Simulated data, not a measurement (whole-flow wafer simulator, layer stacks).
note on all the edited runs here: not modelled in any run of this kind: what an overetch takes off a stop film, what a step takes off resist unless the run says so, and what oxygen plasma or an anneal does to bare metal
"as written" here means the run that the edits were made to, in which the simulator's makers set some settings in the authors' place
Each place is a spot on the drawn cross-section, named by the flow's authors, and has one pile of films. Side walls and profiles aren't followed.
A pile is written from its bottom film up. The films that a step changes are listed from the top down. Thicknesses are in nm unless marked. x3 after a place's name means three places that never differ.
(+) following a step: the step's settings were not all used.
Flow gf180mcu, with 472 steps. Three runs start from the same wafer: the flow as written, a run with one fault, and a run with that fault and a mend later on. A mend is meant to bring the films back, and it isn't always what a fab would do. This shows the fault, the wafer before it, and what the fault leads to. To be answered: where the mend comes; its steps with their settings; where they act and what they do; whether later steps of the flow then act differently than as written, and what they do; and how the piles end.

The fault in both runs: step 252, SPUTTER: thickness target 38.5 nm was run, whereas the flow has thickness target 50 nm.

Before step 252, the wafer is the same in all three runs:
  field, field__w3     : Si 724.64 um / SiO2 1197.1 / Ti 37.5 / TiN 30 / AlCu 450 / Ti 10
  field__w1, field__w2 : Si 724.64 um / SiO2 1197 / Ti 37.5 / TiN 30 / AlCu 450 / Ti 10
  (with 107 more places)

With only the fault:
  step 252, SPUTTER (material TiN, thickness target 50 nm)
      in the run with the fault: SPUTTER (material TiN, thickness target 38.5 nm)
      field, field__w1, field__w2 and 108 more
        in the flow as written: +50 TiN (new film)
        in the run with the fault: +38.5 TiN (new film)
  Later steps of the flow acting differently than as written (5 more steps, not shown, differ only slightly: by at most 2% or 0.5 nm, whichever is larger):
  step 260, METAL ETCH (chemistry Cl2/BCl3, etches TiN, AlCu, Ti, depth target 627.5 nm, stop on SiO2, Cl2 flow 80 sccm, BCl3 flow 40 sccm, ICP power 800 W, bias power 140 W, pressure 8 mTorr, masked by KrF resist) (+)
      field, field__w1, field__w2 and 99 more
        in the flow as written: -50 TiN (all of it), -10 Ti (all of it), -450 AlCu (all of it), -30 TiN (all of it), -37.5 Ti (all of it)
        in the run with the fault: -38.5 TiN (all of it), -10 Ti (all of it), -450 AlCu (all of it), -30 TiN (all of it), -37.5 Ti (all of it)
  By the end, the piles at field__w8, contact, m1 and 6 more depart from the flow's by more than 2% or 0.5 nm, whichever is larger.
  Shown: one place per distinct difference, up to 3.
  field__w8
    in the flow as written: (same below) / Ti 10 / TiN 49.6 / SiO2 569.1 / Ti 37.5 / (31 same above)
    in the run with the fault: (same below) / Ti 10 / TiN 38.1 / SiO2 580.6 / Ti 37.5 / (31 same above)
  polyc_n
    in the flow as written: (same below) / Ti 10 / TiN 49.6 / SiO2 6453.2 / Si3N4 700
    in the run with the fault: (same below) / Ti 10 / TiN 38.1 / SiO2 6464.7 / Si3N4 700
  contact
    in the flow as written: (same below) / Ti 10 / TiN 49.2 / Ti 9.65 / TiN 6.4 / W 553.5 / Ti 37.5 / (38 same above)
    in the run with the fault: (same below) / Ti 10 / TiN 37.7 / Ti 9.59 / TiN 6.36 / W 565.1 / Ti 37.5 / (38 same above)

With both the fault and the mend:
  After step 252 comes the mend.
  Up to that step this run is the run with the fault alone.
  step 252a, SPUTTER (material TiN, thickness target 11.5 nm) (a further turn of the flow's step 252, with different settings)
      field, field__w1, field__w2 and 108 more
        +11.5 TiN
  Later steps of the flow that are run all act as written at every place that is followed.
  By the end, the piles equal the flow's at every place that both follow.
